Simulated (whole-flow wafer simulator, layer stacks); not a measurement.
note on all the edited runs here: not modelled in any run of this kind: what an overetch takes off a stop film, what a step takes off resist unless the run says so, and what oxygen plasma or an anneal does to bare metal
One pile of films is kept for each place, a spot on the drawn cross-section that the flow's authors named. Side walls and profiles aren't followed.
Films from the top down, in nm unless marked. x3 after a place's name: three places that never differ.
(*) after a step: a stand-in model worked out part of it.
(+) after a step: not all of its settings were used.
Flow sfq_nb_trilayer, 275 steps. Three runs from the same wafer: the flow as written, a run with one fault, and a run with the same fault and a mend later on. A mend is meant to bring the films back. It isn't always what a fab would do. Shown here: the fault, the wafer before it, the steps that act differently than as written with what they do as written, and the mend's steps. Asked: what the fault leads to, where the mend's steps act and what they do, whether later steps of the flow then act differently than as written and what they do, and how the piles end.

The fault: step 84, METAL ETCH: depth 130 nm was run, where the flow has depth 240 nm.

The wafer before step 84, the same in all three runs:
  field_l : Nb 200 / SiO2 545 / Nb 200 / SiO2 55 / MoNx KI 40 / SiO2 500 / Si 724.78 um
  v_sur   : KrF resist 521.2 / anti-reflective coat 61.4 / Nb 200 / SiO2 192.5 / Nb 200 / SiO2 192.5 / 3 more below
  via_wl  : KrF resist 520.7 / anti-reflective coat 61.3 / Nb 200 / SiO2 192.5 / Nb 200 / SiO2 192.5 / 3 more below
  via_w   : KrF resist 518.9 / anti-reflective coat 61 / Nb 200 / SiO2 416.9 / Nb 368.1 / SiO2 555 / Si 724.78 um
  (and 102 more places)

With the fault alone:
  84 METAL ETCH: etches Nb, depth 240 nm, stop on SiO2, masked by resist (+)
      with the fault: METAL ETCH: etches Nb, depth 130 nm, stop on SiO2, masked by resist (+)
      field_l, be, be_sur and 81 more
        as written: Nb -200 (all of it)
        with the fault: Nb -130
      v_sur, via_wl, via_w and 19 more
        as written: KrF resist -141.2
        with the fault: KrF resist -76.5
  Later steps of the flow that act differently than as written:
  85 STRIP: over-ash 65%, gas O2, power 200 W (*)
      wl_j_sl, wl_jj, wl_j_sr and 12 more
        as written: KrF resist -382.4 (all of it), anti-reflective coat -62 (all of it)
        with the fault: KrF resist -447.1 (all of it), anti-reflective coat -62 (all of it)
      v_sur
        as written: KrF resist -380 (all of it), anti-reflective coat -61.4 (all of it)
        with the fault: KrF resist -444.7 (all of it), anti-reflective coat -61.4 (all of it)
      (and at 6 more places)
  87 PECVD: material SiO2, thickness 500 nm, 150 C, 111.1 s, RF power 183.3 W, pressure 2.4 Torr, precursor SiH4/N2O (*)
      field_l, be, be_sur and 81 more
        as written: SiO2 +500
        with the fault: SiO2 +500 (new film)
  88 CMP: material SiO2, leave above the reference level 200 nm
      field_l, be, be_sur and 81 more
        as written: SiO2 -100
        with the fault: SiO2 -170
  At the end the piles differ from the flow's by more than 2% or 0.5 nm, whichever is larger, at field_l, be, be_sur and 81 more.
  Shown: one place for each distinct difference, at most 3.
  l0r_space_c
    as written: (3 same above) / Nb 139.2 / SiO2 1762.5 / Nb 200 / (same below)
    with the fault: (3 same above) / Nb 139.2 / SiO2 1107.5 / Nb 70 / SiO2 585 / Nb 200 / (same below)
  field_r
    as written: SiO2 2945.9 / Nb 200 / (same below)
    with the fault: SiO2 2290.9 / Nb 70 / SiO2 585 / Nb 200 / (same below)
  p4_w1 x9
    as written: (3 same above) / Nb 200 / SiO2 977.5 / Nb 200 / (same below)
    with the fault: (3 same above) / Nb 200 / SiO2 322.5 / Nb 70 / SiO2 585 / Nb 200 / (same below)

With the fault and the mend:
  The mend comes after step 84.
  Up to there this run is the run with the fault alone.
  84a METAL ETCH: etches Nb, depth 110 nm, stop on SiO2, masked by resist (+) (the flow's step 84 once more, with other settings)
      field_l, be, be_sur and 81 more
        Nb -70 (all of it)
      v_sur, via_wl, via_w and 19 more
        KrF resist -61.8
  No later step of the flow acts differently than as written, at any place that is followed, by more than 2% or 0.5 nm, whichever is larger.
  At the end the piles are the same as the flow's at every place that both follow.
